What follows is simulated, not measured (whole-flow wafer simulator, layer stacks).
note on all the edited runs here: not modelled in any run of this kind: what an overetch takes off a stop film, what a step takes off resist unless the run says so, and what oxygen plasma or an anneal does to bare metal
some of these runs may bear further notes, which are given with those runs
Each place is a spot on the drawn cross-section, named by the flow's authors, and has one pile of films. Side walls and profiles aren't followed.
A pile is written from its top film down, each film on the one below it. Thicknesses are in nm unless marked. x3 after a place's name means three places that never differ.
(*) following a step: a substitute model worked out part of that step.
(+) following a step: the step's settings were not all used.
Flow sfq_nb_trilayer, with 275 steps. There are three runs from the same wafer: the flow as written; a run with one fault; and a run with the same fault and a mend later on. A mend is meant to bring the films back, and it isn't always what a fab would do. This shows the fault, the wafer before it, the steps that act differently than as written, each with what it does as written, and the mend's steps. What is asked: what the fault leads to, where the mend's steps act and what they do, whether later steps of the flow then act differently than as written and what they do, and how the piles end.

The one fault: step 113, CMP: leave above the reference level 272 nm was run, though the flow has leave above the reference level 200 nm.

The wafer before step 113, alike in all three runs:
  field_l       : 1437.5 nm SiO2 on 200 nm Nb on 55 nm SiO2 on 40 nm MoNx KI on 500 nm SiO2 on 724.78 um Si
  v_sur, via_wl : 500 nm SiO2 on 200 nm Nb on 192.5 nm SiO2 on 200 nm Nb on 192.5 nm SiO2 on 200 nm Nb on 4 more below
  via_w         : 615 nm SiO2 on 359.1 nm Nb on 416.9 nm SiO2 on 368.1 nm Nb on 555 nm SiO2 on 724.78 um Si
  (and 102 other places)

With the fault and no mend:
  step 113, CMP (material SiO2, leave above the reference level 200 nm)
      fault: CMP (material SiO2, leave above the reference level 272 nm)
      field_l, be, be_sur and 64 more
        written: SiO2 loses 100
        fault: SiO2 loses 28
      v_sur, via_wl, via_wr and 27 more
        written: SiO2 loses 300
        fault: SiO2 loses 228
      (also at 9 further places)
  Steps further on in the flow that do not act as written (not shown: 4 more steps that differ only slightly, by at most 2% or 0.5 nm, whichever is larger):
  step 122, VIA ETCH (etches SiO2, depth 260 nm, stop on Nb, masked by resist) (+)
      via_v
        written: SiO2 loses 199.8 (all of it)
        fault: SiO2 loses 260
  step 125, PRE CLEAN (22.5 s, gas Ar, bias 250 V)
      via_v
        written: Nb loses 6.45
        fault: SiO2 loses 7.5
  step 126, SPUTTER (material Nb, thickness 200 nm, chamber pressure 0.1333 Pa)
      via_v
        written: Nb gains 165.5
        fault: Nb gains 152.6 (new film)
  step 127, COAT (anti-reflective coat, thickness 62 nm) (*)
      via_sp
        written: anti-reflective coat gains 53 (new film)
        fault: anti-reflective coat gains 50.1 (new film)
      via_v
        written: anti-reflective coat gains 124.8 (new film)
        fault: anti-reflective coat gains 128.6 (new film)
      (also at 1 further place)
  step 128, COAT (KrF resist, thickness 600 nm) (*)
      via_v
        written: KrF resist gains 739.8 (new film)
        fault: KrF resist gains 797.5 (new film)
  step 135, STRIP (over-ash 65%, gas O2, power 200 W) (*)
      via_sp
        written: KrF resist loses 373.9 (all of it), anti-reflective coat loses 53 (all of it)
        fault: KrF resist loses 369.8 (all of it), anti-reflective coat loses 50.1 (all of it)
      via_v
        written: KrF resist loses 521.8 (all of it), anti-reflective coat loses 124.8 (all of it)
        fault: KrF resist loses 579.3 (all of it), anti-reflective coat loses 128.6 (all of it)
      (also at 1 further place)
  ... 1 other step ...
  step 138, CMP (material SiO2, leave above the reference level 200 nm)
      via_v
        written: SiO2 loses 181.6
        fault: SiO2 loses 157.1
  By the end, the piles at field_l, v_sur, via_wl and 103 more depart from the flow's by more than 2% or 0.5 nm, whichever is larger.
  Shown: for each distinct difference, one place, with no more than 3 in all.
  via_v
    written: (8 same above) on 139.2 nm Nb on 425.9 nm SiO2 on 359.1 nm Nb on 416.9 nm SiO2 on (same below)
    fault: (8 same above) on 139.2 nm Nb on 500.1 nm SiO2 on 152.6 nm Nb on 4.34 nm SiO2 on 200 nm Nb on 416.9 nm SiO2 on (same below)
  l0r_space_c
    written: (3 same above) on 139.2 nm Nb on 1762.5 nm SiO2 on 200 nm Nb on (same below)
    fault: (3 same above) on 139.2 nm Nb on 1834.5 nm SiO2 on 200 nm Nb on (same below)
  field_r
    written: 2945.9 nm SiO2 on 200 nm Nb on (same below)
    fault: 3017.9 nm SiO2 on 200 nm Nb on (same below)

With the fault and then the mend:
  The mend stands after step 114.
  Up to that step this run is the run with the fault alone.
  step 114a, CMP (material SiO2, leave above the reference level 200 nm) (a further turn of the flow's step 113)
      field_l, v_sur, via_wl and 103 more
        SiO2 loses 72
  None of the later steps of the flow acts differently than as written at any place that is followed.
  The piles end the same as the flow's at every place that both follow.
